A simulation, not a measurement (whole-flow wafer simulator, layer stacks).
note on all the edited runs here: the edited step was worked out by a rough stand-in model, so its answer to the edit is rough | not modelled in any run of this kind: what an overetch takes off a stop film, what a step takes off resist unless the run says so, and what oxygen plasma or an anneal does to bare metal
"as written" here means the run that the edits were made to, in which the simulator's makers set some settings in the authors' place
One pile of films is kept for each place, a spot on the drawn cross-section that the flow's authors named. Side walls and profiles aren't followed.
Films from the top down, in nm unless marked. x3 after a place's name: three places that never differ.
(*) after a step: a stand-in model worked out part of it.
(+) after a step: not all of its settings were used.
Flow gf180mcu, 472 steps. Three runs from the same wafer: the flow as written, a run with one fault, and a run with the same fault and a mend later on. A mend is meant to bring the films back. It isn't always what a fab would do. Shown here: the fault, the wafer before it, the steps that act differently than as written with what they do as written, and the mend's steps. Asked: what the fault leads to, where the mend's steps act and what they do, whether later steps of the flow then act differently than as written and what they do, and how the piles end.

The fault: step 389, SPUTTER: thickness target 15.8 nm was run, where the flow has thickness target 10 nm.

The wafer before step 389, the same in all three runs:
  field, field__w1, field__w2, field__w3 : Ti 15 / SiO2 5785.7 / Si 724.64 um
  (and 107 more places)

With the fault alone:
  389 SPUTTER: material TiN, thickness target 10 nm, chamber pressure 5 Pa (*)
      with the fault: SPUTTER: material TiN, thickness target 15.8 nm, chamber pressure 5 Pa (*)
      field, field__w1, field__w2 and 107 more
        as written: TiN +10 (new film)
        with the fault: TiN +15.8 (new film)
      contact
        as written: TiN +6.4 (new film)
        with the fault: TiN +10.1 (new film)
  Later steps of the flow that act differently than as written (1 more step differs only slightly, by at most 2% or 0.5 nm, whichever is larger, and isn't shown):
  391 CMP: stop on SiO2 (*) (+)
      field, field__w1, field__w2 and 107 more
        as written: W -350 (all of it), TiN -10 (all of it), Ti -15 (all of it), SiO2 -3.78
        with the fault: W -350 (all of it), TiN -15.8 (all of it), Ti -15 (all of it), SiO2 -3.84
  At the end the piles differ from the flow's by more than 2% or 0.5 nm, whichever is larger, at contact.
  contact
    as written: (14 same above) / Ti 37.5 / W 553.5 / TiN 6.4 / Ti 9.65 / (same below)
    with the fault: (14 same above) / Ti 37.5 / W 549.7 / TiN 10.1 / Ti 9.65 / (same below)

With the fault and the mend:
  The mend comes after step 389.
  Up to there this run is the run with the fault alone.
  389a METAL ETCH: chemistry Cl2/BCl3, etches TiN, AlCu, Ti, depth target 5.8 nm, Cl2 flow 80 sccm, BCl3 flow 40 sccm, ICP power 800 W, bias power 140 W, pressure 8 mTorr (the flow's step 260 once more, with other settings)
      field, field__w1, field__w2 and 108 more
        TiN -5.8
  No later step of the flow acts differently than as written, at any place that is followed, by more than 2% or 0.5 nm, whichever is larger.
  At the end the piles differ from the flow's by more than 2% or 0.5 nm, whichever is larger, at contact.
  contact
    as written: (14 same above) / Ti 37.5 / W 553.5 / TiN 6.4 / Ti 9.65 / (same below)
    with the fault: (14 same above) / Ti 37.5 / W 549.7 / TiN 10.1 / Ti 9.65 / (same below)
    with the mend: (14 same above) / Ti 37.5 / W 555.6 / TiN 4.3 / Ti 9.65 / (same below)
